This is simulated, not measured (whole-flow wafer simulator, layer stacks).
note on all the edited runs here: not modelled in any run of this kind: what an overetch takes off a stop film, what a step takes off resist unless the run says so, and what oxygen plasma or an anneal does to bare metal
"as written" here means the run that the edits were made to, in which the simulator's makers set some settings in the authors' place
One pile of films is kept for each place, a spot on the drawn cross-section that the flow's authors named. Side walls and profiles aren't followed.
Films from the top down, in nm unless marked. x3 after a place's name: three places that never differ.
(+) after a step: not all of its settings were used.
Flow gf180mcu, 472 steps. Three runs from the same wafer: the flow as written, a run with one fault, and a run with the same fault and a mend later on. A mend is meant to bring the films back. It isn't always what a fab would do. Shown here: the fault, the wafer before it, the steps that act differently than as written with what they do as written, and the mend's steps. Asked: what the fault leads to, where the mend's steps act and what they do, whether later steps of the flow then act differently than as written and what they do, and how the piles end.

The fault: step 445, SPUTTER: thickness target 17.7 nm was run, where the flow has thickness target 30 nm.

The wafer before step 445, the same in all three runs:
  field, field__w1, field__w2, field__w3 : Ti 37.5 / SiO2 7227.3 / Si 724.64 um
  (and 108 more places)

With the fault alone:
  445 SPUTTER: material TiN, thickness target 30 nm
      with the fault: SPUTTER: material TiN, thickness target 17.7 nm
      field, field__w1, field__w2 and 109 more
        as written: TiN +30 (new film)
        with the fault: TiN +17.7 (new film)
  Later steps of the flow that act differently than as written (5 more steps differ only slightly, by at most 2% or 0.5 nm, whichever is larger, and aren't shown):
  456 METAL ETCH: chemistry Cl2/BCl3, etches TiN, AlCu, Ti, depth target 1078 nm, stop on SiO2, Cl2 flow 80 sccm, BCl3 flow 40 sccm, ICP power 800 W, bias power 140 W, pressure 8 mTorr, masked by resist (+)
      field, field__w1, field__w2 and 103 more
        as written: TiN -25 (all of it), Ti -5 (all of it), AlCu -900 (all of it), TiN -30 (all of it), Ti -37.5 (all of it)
        with the fault: TiN -25 (all of it), Ti -5 (all of it), AlCu -900 (all of it), TiN -17.7 (all of it), Ti -37.5 (all of it)
  At the end the piles differ from the flow's by more than 2% or 0.5 nm, whichever is larger, at field__w8, contact, m1, m1__w1, pad, m1_nw.
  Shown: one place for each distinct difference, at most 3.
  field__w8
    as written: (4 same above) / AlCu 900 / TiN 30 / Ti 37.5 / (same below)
    with the fault: (4 same above) / AlCu 900 / TiN 17.7 / Ti 37.5 / (same below)
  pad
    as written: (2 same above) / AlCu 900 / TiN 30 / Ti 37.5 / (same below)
    with the fault: (2 same above) / AlCu 900 / TiN 17.7 / Ti 37.5 / (same below)

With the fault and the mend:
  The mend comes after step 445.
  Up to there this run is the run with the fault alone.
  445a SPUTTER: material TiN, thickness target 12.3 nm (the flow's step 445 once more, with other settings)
      field, field__w1, field__w2 and 109 more
        TiN +12.3
  No later step of the flow acts differently than as written at any place that is followed.
  At the end the piles are the same as the flow's at every place that both follow.
